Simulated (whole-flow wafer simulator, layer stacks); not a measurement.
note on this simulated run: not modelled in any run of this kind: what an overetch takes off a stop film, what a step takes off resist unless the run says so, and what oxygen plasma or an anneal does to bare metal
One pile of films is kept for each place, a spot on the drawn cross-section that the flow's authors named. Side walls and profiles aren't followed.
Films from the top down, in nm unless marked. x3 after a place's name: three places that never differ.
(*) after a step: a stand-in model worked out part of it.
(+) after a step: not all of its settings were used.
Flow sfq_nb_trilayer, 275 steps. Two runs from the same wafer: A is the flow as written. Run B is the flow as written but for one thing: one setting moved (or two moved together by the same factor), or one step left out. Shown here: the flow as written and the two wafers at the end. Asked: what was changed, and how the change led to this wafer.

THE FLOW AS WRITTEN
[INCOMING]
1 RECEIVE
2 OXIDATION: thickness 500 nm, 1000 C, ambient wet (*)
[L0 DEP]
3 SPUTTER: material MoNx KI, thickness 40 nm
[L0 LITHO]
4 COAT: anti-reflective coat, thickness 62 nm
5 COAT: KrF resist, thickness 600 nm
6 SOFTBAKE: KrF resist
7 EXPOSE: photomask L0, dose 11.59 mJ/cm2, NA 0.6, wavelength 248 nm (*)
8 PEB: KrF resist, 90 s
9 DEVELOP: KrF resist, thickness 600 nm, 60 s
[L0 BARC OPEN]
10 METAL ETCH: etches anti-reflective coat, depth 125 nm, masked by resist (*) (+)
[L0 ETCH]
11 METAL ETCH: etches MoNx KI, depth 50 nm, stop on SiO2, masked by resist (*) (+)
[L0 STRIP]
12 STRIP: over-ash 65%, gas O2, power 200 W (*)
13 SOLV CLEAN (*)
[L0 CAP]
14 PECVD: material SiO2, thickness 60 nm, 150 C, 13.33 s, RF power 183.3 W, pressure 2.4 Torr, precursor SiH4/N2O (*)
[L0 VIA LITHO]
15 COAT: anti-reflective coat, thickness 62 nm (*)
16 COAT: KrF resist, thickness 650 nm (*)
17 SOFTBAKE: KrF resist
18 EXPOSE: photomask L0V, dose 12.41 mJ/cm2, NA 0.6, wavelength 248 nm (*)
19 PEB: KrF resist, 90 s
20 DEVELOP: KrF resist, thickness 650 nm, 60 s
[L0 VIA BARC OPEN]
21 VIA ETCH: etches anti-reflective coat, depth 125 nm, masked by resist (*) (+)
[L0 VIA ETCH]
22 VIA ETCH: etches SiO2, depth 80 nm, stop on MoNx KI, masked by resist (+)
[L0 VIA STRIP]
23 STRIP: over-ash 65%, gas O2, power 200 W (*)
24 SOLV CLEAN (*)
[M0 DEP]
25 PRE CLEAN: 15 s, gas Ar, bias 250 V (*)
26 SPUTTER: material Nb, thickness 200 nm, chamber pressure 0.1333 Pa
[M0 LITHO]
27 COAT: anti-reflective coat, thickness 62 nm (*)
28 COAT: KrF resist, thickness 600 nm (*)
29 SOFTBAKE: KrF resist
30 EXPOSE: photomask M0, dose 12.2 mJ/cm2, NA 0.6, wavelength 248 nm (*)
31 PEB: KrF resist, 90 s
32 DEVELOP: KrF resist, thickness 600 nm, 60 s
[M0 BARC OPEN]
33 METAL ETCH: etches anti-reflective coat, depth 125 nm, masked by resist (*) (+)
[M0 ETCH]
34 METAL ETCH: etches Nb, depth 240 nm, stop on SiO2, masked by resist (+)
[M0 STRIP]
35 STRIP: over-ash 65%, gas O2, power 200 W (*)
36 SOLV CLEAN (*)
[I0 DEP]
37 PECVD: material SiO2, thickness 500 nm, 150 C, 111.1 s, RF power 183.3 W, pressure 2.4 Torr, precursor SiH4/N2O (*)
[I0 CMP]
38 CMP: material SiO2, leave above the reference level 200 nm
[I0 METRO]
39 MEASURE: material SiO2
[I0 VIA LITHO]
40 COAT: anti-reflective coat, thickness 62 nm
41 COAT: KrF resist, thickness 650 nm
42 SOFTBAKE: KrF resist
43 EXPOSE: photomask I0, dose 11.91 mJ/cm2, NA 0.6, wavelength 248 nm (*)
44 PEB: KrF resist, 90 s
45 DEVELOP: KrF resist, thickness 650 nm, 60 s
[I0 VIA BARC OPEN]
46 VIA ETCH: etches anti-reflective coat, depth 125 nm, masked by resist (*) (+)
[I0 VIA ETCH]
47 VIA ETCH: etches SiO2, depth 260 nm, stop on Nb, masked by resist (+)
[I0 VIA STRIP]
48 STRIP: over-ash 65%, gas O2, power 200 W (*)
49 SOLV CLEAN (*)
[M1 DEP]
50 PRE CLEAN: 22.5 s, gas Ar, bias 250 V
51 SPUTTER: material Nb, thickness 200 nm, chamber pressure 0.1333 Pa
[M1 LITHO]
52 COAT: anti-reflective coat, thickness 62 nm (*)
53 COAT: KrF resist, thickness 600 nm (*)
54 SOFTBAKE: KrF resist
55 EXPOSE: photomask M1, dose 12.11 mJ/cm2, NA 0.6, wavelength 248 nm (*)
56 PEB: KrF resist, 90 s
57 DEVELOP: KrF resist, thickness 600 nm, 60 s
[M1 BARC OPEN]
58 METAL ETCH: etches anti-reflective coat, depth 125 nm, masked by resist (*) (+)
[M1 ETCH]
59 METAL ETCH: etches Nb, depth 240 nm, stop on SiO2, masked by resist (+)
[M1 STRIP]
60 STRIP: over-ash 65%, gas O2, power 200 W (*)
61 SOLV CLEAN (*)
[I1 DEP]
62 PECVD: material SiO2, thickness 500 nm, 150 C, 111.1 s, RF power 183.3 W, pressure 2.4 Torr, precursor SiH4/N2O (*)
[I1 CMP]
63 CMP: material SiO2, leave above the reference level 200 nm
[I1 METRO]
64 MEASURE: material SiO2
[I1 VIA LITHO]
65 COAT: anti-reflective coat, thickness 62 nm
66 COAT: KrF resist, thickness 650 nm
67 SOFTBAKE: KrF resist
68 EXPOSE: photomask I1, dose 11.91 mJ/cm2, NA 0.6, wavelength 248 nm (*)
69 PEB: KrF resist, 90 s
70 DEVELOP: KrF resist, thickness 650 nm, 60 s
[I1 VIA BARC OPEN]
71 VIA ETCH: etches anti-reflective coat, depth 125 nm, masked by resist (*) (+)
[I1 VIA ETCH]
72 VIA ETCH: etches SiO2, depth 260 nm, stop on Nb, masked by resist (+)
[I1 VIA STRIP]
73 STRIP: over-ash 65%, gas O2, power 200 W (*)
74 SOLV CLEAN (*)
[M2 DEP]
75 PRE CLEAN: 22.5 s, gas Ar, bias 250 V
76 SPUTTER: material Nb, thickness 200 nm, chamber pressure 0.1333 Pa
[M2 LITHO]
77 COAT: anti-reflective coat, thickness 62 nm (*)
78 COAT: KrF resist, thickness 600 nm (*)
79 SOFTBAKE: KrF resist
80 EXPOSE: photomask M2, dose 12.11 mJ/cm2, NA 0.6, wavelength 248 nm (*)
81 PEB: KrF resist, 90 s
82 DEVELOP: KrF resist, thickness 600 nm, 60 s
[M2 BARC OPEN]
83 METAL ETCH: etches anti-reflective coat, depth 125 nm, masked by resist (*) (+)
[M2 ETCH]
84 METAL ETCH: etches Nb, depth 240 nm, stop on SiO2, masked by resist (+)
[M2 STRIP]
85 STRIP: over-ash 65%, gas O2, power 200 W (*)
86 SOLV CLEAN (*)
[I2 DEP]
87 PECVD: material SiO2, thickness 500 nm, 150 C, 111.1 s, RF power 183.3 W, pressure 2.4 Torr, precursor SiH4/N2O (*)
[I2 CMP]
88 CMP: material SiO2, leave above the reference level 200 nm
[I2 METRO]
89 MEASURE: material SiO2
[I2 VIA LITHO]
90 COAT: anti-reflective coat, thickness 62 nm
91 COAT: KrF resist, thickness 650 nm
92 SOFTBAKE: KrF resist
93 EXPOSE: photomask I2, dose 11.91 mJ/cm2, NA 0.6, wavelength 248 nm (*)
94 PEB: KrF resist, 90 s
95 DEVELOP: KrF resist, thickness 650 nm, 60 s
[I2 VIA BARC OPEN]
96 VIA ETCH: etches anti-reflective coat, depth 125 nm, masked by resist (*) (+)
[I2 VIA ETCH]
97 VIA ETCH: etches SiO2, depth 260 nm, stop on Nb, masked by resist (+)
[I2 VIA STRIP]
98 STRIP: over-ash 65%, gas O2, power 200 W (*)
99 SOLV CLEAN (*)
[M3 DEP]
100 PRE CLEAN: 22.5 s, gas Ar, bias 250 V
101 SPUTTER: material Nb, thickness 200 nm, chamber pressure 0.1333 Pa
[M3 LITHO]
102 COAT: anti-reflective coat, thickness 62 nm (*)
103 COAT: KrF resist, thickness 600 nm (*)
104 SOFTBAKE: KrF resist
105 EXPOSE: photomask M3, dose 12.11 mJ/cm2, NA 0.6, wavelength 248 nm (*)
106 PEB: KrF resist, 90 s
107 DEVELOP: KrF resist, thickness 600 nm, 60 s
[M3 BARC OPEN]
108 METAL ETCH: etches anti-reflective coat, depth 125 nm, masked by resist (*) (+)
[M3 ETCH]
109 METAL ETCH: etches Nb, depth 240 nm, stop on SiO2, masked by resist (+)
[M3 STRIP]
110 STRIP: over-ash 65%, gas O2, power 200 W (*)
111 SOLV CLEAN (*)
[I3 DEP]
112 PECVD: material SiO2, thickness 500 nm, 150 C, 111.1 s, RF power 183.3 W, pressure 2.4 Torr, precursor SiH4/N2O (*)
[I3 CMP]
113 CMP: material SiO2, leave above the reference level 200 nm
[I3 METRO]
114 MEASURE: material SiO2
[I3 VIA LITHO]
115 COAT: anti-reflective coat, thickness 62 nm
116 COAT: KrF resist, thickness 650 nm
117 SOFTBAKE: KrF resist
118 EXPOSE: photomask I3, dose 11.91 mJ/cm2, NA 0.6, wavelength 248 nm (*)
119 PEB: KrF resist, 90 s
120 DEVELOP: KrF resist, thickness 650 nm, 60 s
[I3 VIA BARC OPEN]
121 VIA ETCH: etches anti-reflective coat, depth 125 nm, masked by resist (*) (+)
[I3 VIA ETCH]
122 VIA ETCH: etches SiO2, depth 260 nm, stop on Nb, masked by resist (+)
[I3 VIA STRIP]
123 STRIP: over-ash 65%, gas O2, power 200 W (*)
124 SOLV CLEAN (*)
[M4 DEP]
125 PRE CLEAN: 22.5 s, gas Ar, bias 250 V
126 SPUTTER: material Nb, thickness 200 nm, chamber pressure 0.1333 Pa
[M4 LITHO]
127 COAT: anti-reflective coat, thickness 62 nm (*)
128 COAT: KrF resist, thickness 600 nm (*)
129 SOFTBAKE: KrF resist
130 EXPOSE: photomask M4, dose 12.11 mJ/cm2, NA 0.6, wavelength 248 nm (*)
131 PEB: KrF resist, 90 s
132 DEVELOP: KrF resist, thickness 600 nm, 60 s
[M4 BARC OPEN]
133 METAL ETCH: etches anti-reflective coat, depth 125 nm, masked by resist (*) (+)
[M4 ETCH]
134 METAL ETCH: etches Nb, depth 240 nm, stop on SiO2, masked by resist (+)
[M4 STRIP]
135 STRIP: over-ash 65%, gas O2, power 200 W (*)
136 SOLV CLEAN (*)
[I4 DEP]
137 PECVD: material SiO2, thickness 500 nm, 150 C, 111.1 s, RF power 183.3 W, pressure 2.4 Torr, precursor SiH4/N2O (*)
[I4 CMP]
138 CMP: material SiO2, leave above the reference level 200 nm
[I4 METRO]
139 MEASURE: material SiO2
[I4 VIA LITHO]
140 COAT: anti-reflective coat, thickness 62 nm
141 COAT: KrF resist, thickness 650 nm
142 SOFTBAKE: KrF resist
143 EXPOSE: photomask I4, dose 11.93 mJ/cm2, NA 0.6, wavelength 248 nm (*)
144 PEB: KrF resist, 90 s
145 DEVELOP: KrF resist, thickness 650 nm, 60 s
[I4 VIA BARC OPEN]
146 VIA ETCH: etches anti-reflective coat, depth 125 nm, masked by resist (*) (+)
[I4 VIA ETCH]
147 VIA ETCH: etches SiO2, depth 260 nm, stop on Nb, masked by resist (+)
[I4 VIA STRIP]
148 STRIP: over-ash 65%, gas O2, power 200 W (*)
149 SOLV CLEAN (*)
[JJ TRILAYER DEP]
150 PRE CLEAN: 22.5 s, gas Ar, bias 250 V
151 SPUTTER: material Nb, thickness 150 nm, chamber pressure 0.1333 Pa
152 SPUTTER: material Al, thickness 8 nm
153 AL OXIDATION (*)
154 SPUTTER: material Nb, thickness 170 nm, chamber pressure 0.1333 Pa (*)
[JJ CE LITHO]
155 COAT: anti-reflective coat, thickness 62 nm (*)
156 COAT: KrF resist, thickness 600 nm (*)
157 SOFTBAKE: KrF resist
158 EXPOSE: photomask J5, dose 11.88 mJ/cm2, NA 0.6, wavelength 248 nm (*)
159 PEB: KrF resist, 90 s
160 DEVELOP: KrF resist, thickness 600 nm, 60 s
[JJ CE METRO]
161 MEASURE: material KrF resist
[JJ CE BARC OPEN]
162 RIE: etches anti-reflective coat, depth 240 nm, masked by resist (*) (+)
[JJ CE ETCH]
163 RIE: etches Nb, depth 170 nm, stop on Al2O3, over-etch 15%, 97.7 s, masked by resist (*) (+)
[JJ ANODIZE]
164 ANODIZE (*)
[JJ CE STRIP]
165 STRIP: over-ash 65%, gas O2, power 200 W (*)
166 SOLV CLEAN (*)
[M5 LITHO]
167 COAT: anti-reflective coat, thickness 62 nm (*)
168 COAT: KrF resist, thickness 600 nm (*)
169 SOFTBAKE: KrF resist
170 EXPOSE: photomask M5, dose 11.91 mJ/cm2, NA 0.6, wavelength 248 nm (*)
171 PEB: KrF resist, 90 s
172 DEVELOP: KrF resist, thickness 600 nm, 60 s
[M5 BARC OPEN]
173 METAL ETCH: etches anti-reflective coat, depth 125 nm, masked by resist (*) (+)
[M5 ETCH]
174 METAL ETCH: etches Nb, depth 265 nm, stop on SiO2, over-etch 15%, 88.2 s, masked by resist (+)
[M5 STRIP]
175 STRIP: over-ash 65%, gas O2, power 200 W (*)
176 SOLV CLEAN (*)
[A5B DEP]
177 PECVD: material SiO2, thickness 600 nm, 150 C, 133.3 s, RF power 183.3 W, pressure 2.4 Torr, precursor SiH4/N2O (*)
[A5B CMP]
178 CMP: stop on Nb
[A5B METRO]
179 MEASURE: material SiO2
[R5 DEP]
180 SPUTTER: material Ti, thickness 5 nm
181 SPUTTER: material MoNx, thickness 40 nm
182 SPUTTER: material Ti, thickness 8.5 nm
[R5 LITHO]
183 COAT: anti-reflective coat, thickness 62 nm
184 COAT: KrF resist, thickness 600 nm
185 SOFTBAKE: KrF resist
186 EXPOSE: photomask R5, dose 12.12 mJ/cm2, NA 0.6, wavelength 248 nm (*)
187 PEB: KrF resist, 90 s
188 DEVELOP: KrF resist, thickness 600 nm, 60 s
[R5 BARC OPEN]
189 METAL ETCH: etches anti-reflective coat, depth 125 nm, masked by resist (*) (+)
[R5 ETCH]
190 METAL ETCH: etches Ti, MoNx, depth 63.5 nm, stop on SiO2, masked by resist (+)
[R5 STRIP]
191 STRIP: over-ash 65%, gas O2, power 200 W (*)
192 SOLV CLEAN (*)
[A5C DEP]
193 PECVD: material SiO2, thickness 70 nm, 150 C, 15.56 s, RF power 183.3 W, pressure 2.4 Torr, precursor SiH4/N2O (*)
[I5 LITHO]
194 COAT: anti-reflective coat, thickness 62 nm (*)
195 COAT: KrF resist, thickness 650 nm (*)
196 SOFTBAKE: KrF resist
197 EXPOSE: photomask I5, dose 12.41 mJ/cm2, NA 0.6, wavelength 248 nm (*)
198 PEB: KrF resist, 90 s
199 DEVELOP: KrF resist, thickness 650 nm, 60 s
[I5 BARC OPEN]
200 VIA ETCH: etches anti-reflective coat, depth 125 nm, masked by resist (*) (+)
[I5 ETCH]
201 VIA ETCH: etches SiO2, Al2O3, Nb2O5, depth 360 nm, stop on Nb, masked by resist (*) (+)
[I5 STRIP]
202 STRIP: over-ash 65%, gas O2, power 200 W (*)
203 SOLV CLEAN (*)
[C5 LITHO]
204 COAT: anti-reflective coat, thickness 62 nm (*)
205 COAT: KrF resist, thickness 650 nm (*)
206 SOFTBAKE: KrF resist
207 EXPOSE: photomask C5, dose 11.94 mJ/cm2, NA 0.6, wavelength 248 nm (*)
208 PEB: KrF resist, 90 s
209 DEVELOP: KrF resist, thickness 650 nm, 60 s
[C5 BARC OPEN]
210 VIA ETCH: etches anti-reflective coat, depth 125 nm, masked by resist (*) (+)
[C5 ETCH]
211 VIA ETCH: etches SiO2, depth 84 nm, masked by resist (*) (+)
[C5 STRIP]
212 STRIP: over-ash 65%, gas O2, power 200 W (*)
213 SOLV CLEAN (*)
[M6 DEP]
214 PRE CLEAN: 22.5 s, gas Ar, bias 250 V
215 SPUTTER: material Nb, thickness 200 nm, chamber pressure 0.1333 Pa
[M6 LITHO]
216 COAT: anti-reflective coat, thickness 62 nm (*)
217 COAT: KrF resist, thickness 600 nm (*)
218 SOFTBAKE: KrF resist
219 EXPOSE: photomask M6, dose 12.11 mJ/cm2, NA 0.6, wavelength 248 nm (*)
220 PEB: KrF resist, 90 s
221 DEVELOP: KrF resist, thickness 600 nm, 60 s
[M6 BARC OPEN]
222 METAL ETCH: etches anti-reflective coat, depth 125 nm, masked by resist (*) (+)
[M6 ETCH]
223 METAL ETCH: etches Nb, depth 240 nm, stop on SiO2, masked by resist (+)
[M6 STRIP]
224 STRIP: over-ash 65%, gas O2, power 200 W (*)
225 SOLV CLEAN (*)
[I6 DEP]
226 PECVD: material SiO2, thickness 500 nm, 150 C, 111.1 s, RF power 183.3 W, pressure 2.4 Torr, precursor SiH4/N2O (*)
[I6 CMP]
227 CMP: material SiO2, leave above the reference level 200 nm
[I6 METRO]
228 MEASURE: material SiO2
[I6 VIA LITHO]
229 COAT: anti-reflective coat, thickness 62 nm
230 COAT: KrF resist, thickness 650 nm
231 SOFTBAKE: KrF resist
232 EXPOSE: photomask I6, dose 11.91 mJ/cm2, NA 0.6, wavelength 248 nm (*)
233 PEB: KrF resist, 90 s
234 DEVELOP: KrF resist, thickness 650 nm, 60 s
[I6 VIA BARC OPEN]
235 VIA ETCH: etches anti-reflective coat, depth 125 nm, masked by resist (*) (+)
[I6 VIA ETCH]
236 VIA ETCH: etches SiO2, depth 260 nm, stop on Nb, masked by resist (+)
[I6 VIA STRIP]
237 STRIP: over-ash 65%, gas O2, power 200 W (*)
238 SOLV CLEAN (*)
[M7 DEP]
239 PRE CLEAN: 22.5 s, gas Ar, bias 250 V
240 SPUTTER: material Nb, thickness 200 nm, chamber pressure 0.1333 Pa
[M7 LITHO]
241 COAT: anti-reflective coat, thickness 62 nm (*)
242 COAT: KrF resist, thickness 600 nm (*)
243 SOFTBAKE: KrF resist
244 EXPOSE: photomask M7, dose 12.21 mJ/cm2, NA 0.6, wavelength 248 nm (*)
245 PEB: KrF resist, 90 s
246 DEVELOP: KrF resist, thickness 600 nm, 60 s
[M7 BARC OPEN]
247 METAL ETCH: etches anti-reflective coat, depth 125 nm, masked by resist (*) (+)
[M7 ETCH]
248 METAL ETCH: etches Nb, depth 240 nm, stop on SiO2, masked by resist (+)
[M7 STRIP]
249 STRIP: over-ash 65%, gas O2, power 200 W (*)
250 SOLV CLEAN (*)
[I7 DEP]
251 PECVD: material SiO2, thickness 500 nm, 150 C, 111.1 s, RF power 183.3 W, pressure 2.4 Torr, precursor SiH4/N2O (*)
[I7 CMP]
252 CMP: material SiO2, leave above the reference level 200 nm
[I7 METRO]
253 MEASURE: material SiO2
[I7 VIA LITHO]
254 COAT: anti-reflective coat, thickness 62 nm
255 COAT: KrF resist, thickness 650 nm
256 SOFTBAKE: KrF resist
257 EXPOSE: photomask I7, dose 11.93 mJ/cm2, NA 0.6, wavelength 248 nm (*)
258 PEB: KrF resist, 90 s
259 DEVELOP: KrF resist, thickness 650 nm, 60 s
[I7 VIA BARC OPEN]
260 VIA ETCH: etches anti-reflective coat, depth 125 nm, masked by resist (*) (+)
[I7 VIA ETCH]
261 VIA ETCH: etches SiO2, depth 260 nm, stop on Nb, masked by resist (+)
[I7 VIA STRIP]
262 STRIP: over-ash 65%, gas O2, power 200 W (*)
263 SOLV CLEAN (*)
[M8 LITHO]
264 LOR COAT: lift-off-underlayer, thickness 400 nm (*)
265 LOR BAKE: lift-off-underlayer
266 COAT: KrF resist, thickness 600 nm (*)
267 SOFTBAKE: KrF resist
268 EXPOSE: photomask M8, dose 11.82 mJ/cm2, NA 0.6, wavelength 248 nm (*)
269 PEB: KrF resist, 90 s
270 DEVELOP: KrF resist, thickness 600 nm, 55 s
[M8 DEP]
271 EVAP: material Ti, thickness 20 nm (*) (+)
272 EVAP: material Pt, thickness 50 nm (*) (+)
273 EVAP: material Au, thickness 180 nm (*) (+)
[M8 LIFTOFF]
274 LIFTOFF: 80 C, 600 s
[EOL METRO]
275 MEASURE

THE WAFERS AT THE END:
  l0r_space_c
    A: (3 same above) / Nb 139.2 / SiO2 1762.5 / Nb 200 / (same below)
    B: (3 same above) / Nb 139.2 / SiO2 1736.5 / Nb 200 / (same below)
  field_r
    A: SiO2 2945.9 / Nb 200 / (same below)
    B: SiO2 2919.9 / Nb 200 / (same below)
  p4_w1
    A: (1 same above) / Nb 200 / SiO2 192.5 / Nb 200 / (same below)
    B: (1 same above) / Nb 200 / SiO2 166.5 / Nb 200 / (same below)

The cause: step 113, CMP: leave above the reference level 174 nm was run, where the flow has leave above the reference level 200 nm.

How the change led to this, step by step:
  113 CMP: material SiO2, leave above the reference level 200 nm
      field_l, be, be_sur and 64 more: A SiO2 -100 | B SiO2 -126
      v_sur, via_wl, via_wr and 27 more: A SiO2 -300 | B SiO2 -326
      (and at 9 more places)
  122 VIA ETCH: etches SiO2, depth 260 nm, stop on Nb, masked by resist (+)
      via_v: A SiO2 -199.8 (all of it) | B SiO2 -173.8 (all of it)
  126 SPUTTER: material Nb, thickness 200 nm, chamber pressure 0.1333 Pa
      via_v: A Nb +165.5 | B Nb +171.2
  127 COAT: anti-reflective coat, thickness 62 nm (*)
      via_v: A anti-reflective coat +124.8 (new film) | B anti-reflective coat +119 (new film)
  128 COAT: KrF resist, thickness 600 nm (*)
      via_v: A KrF resist +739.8 (new film) | B KrF resist +718.2 (new film)
  135 STRIP: over-ash 65%, gas O2, power 200 W (*)
      via_v: A KrF resist -521.8 (all of it), anti-reflective coat -124.8 (all of it) | B KrF resist -500.3 (all of it), anti-reflective coat -119 (all of it)
  137 PECVD: material SiO2, thickness 500 nm, 150 C, 111.1 s, RF power 183.3 W, pressure 2.4 Torr, precursor SiH4/N2O (*)
      via_v: A SiO2 +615 (new film) | B SiO2 +583.4 (new film)
